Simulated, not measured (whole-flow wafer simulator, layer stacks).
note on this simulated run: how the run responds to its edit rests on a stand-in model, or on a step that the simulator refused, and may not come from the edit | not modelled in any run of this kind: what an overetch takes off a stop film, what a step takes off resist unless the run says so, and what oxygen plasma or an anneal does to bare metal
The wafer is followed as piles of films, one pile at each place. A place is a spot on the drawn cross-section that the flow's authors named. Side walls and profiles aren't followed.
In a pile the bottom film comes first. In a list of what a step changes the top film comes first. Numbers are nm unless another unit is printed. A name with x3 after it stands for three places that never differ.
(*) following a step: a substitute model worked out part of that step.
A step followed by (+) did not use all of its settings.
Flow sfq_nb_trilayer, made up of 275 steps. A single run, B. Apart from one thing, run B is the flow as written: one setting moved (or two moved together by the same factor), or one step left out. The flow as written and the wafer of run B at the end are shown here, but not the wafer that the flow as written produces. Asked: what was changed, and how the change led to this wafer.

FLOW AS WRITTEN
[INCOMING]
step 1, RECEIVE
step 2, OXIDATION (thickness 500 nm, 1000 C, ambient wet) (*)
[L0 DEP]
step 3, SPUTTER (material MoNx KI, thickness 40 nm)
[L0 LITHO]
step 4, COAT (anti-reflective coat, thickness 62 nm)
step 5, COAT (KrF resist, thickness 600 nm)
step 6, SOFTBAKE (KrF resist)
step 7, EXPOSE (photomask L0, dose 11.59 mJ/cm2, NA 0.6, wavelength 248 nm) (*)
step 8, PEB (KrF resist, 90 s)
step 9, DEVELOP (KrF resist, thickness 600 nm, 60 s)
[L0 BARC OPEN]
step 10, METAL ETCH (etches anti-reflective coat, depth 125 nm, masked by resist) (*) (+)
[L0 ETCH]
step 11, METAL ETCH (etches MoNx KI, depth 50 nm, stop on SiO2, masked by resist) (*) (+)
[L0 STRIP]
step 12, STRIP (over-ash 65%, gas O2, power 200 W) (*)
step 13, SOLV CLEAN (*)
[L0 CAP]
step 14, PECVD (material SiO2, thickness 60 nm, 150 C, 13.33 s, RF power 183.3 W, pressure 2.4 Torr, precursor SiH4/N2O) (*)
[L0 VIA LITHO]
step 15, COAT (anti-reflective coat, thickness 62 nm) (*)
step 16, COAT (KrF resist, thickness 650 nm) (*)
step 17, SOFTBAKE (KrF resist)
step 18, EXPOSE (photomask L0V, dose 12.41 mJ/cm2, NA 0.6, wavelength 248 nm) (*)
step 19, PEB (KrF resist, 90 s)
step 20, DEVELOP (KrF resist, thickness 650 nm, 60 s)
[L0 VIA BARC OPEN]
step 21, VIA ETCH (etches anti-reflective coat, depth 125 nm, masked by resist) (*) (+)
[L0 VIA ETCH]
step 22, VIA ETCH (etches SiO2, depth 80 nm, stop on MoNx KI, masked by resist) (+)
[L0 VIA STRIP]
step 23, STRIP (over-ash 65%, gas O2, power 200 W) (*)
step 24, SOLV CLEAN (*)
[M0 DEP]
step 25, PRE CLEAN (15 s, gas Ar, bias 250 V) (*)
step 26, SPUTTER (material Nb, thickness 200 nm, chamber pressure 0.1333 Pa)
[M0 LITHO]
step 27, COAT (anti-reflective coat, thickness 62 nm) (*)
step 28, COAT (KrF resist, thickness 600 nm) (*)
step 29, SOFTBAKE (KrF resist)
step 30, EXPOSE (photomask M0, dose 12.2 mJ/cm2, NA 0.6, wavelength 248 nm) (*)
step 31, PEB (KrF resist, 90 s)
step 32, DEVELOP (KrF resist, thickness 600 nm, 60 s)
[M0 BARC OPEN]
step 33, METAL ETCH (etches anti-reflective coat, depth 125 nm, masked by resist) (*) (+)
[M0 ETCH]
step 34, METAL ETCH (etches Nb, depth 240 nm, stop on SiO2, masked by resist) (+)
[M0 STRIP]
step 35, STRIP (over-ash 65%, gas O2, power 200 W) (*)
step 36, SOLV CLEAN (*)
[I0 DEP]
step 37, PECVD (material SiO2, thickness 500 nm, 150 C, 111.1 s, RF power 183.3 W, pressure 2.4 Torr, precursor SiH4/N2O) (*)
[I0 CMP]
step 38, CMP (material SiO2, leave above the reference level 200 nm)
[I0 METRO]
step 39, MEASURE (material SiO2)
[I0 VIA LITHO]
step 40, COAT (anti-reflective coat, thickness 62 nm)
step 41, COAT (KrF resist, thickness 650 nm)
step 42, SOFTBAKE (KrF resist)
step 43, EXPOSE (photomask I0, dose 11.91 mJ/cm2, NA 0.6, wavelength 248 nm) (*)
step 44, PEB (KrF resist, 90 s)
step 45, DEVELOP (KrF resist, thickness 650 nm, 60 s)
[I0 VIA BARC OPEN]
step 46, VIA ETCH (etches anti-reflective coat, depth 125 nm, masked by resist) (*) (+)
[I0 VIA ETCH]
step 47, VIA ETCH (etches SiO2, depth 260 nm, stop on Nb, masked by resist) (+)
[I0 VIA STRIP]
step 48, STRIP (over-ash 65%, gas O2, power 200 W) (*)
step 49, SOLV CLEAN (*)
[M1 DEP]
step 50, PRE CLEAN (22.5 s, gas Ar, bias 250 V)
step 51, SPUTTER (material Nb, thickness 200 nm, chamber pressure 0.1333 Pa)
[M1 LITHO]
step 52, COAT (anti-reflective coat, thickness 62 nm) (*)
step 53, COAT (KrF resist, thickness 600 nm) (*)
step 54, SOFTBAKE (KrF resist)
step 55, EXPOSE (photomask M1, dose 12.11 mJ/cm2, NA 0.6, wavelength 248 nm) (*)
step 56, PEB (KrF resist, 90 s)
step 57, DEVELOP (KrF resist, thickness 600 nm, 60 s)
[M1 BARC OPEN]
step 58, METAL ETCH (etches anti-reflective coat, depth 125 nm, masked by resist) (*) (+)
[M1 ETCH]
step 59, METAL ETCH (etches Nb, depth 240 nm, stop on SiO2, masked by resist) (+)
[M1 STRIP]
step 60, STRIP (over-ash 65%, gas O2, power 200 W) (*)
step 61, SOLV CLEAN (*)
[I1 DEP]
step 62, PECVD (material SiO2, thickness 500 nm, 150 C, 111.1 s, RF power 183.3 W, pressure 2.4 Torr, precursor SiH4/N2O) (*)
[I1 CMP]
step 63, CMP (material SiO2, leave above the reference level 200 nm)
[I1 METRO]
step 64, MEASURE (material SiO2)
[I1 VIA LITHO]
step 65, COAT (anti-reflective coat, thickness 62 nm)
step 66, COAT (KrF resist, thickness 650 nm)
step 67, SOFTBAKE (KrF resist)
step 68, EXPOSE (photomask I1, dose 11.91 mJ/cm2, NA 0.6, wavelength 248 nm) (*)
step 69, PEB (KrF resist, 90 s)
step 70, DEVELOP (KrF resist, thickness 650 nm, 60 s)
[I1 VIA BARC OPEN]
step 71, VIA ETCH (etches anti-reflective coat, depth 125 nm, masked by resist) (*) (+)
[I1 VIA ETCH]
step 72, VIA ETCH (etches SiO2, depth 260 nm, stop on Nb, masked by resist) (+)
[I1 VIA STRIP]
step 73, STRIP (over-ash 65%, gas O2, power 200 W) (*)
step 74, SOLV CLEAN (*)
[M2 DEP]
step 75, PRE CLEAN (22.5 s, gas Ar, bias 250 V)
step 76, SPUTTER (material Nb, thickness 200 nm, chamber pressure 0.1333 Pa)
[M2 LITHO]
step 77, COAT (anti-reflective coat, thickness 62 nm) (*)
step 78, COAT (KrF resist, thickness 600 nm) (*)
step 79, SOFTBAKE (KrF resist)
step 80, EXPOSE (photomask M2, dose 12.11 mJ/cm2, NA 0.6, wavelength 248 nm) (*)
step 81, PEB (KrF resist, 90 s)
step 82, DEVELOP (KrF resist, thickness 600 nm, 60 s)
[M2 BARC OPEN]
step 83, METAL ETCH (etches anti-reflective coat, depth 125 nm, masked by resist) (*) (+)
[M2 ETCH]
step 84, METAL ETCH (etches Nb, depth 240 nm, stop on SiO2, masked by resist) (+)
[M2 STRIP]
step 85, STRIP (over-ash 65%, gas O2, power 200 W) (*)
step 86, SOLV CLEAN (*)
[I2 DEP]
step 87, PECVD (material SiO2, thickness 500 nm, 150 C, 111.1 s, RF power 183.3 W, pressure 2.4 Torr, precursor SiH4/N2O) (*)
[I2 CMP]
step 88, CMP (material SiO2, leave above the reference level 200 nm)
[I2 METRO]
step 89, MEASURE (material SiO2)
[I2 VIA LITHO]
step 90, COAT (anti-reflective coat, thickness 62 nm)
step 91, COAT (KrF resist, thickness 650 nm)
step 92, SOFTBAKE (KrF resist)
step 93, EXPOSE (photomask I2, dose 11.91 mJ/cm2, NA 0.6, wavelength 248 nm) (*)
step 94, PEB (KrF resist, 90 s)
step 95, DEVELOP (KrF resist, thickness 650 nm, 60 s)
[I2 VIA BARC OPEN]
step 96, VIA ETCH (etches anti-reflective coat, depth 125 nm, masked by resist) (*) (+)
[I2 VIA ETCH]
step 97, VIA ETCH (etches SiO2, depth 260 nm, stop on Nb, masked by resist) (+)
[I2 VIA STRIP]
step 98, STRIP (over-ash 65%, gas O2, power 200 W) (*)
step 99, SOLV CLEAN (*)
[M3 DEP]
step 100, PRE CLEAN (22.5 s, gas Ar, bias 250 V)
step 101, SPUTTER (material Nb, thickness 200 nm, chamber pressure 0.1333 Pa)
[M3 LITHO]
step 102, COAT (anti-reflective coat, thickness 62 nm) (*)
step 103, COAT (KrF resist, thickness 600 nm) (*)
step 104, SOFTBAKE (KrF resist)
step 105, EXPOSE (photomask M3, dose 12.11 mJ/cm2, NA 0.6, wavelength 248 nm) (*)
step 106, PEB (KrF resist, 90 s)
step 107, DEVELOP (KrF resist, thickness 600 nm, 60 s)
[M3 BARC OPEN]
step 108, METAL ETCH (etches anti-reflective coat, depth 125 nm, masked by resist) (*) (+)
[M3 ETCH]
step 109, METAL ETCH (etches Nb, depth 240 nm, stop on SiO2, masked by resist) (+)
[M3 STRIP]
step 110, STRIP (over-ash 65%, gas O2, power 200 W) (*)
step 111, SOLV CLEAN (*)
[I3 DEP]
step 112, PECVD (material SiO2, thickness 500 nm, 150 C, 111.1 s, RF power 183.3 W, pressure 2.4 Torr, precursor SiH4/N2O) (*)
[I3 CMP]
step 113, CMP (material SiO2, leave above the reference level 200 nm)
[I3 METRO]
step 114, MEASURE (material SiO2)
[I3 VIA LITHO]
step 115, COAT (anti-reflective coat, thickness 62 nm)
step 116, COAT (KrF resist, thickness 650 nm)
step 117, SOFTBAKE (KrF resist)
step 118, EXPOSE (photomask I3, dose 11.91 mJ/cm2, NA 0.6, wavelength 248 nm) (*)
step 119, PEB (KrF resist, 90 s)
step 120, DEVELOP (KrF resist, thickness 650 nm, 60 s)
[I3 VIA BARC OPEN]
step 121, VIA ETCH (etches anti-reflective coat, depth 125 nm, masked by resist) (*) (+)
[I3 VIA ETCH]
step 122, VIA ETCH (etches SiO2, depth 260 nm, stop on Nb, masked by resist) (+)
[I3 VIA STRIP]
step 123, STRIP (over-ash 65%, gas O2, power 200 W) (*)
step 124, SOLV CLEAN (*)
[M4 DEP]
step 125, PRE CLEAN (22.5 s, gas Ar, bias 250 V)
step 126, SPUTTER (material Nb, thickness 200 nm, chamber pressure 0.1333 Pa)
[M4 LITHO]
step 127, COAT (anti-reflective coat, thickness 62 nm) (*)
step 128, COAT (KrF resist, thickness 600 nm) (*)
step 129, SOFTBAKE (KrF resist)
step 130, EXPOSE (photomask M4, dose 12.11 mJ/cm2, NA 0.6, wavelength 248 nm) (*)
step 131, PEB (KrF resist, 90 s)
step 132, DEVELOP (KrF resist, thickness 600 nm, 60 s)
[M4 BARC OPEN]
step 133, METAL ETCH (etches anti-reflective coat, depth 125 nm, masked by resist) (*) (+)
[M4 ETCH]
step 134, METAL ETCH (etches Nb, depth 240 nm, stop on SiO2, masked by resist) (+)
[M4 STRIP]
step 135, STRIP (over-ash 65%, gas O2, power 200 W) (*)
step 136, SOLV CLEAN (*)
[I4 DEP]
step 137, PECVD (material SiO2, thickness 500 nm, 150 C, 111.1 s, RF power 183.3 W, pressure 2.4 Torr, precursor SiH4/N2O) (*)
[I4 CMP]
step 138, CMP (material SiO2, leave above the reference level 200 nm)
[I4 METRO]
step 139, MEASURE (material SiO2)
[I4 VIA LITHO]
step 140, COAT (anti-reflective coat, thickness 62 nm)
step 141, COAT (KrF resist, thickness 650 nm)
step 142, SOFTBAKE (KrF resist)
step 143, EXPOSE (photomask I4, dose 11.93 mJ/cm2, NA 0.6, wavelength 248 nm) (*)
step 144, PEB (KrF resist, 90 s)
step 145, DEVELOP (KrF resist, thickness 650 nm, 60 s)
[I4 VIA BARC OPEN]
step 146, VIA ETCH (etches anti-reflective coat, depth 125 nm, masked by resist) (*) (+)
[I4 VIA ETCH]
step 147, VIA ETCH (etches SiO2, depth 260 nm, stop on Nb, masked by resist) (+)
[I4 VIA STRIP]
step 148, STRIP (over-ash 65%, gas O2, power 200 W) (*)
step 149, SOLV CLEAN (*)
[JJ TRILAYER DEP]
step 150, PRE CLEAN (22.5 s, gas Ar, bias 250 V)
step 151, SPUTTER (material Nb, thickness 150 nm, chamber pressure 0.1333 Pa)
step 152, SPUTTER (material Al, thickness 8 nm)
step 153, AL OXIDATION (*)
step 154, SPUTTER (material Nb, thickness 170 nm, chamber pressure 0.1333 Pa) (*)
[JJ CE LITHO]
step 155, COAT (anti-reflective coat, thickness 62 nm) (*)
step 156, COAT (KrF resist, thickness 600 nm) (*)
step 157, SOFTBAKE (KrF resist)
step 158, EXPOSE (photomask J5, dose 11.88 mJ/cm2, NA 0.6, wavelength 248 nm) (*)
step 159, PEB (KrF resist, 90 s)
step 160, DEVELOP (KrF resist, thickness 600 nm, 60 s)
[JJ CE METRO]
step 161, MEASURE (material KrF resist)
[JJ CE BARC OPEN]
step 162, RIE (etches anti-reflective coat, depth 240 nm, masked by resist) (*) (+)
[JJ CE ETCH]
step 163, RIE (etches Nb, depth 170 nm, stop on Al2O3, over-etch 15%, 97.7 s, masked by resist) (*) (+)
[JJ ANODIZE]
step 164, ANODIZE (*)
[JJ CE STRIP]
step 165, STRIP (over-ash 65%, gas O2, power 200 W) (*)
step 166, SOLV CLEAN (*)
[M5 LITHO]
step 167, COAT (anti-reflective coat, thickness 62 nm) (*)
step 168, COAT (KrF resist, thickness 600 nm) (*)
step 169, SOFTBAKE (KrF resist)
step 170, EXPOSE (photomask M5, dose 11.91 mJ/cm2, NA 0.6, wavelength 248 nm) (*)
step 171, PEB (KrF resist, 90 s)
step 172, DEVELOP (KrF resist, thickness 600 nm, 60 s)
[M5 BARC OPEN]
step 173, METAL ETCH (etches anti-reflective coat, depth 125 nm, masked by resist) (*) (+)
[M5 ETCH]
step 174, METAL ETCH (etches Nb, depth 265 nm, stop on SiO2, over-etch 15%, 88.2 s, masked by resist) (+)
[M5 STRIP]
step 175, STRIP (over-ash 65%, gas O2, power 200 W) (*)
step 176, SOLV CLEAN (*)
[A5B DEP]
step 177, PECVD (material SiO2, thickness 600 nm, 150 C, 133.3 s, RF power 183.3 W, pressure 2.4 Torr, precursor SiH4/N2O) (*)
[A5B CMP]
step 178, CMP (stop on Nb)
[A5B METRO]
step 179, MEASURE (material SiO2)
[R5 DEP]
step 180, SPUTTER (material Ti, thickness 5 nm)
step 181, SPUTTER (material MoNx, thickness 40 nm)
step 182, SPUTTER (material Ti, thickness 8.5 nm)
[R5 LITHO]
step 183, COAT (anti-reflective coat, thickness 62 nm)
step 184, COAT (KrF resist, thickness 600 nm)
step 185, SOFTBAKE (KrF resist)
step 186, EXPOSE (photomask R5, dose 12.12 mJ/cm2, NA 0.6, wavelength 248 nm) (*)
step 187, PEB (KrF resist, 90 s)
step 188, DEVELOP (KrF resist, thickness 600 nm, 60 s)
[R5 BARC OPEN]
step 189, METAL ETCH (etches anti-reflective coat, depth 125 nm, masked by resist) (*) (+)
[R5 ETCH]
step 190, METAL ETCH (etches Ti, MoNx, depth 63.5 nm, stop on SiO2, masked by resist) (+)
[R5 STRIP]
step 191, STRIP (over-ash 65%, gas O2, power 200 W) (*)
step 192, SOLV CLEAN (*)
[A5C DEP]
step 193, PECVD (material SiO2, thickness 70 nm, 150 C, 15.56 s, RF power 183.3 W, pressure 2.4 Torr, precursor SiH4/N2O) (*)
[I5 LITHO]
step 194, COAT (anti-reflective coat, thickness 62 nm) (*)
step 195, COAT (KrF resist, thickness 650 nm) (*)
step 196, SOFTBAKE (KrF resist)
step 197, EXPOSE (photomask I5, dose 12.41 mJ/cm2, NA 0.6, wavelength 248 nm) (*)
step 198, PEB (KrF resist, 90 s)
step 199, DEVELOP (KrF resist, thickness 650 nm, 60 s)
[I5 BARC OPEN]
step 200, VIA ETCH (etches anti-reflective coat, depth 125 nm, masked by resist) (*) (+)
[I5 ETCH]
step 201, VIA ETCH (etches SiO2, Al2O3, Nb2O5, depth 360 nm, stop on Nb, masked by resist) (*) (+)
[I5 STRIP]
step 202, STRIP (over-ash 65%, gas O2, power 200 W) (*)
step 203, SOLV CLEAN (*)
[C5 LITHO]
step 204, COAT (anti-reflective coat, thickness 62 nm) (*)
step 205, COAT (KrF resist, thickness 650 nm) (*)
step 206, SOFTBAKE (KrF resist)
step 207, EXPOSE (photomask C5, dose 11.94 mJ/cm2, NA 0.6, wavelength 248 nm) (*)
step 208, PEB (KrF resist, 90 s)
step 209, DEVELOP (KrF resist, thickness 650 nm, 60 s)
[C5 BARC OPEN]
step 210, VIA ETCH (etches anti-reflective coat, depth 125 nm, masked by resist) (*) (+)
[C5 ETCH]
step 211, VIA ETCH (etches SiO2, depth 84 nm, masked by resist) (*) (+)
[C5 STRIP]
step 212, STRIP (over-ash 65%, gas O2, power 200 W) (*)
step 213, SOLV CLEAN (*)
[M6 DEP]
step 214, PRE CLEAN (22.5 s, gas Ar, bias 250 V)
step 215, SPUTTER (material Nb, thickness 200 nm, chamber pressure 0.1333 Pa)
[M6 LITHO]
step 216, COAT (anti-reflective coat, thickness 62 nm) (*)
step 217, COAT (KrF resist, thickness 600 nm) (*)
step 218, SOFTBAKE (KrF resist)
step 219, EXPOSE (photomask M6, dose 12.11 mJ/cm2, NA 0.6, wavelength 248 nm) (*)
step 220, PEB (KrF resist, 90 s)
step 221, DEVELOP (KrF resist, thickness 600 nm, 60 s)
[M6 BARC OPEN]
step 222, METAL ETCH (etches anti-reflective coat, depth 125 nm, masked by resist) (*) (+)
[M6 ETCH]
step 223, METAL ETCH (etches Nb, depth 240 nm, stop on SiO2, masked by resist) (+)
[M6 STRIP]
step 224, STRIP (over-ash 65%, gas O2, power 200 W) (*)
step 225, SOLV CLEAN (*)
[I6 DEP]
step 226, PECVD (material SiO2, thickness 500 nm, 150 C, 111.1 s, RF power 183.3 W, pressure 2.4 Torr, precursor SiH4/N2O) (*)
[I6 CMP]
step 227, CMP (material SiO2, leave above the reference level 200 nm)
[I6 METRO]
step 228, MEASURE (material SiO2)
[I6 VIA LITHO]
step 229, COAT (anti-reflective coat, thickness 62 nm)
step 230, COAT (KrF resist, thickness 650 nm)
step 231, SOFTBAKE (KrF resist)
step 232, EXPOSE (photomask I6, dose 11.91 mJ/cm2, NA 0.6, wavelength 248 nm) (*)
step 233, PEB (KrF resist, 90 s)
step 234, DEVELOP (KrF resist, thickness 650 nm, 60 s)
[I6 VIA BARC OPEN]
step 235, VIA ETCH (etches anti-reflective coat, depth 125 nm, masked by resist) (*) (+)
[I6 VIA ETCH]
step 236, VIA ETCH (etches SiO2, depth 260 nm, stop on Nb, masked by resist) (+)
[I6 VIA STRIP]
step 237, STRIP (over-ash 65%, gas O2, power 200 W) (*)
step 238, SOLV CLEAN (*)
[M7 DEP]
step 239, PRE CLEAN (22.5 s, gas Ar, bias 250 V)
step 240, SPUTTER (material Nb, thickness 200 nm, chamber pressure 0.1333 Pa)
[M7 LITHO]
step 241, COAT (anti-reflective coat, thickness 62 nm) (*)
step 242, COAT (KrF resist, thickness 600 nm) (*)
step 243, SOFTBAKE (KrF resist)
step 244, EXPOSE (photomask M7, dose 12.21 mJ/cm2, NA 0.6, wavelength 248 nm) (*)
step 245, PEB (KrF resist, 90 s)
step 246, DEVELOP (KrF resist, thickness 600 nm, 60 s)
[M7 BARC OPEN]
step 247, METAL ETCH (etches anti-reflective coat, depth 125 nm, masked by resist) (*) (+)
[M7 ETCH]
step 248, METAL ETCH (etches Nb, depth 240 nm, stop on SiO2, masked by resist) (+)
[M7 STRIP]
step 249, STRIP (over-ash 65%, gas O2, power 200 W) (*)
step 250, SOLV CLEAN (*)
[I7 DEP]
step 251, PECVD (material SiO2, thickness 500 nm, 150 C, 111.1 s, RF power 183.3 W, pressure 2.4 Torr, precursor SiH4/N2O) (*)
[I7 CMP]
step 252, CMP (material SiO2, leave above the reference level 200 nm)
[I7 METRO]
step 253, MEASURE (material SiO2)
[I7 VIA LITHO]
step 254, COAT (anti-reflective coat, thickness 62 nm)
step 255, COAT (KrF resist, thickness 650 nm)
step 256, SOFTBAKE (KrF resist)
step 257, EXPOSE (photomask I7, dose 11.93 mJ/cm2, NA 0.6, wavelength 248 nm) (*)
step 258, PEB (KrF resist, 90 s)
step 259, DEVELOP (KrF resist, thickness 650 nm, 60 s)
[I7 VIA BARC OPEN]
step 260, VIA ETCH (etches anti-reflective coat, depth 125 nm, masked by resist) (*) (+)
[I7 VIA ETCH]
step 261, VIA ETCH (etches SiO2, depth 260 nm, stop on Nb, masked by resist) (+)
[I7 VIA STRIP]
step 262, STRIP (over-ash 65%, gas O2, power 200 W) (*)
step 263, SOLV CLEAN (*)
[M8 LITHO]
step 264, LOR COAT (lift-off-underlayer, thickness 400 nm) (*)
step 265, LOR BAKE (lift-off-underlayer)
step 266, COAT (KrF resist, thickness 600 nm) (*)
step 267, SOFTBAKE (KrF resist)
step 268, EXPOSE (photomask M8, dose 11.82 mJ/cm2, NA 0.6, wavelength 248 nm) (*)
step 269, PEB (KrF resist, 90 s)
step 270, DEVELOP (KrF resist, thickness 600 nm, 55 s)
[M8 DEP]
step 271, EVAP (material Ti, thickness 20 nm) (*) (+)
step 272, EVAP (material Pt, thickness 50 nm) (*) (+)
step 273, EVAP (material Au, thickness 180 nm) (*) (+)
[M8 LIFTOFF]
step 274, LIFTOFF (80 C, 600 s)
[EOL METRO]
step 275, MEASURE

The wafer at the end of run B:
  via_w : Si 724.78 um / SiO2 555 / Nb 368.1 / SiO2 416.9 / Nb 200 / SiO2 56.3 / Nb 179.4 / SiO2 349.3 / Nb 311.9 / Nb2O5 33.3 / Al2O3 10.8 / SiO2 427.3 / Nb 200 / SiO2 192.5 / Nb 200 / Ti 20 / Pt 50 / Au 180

Cause: step 97, VIA ETCH: depth 136 nm was run, whereas the flow has depth 260 nm.

The path from the change to this, step by step:
  step 97, VIA ETCH (etches SiO2, depth 260 nm, stop on Nb, masked by resist) (+)
      via_w: -136 SiO2 (it would be, as written: -199.8 SiO2 (all of it))
      field_l, v_sur, via_wl and 102 more: -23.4 KrF resist (it would be, as written: -44.8 KrF resist)
  step 98, STRIP (over-ash 65%, gas O2, power 200 W) (*)
      field_l, v_sur, via_wl and 102 more: -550 KrF resist (all of it), -62 anti-reflective coat (all of it) (it would be, as written: -528.6 KrF resist (all of it), -62 anti-reflective coat (all of it))
  step 100, PRE CLEAN (22.5 s, gas Ar, bias 250 V)
      via_w: -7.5 SiO2 (it would be, as written: -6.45 Nb)
  step 101, SPUTTER (material Nb, thickness 200 nm, chamber pressure 0.1333 Pa)
      via_w: +179.4 Nb (new film) (it would be, as written: +165.5 Nb)
  step 102, COAT (anti-reflective coat, thickness 62 nm) (*)
      via_wl, via_wr: +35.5 anti-reflective coat (new film) (it would be, as written: +34.2 anti-reflective coat (new film))
      via_w: +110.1 anti-reflective coat (new film) (it would be, as written: +124.8 anti-reflective coat (new film))
  step 103, COAT (KrF resist, thickness 600 nm) (*)
      via_w: +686 KrF resist (new film) (it would be, as written: +737.9 KrF resist (new film))
  step 110, STRIP (over-ash 65%, gas O2, power 200 W) (*)
      via_wl, via_wr: -390.6 KrF resist (all of it), -35.5 anti-reflective coat (all of it) (it would be, as written: -384.2 KrF resist (all of it), -34.2 anti-reflective coat (all of it))
      via_w: -468.2 KrF resist (all of it), -110.1 anti-reflective coat (all of it) (it would be, as written: -520 KrF resist (all of it), -124.8 anti-reflective coat (all of it))
  step 112, PECVD (material SiO2, thickness 500 nm, 150 C, 111.1 s, RF power 183.3 W, pressure 2.4 Torr, precursor SiH4/N2O) (*)
      via_w: +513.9 SiO2 (new film) (it would be, as written: +615 SiO2 (new film))
  step 113, CMP (material SiO2, leave above the reference level 200 nm)
      via_w: -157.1 SiO2 (it would be, as written: -181.6 SiO2)
With metal films that touch counted as one body, via_w has 6 bodies (between them, from the top down: SiO2 192.5; SiO2 427.3 / Al2O3 10.8 / Nb2O5 33.3; SiO2 349.3; SiO2 56.3; SiO2 416.9); the flow as written gives 5 bodies (between them, from the top down: SiO2 192.5; SiO2 427.3 / Al2O3 10.8 / Nb2O5 33.3; SiO2 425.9; SiO2 416.9).
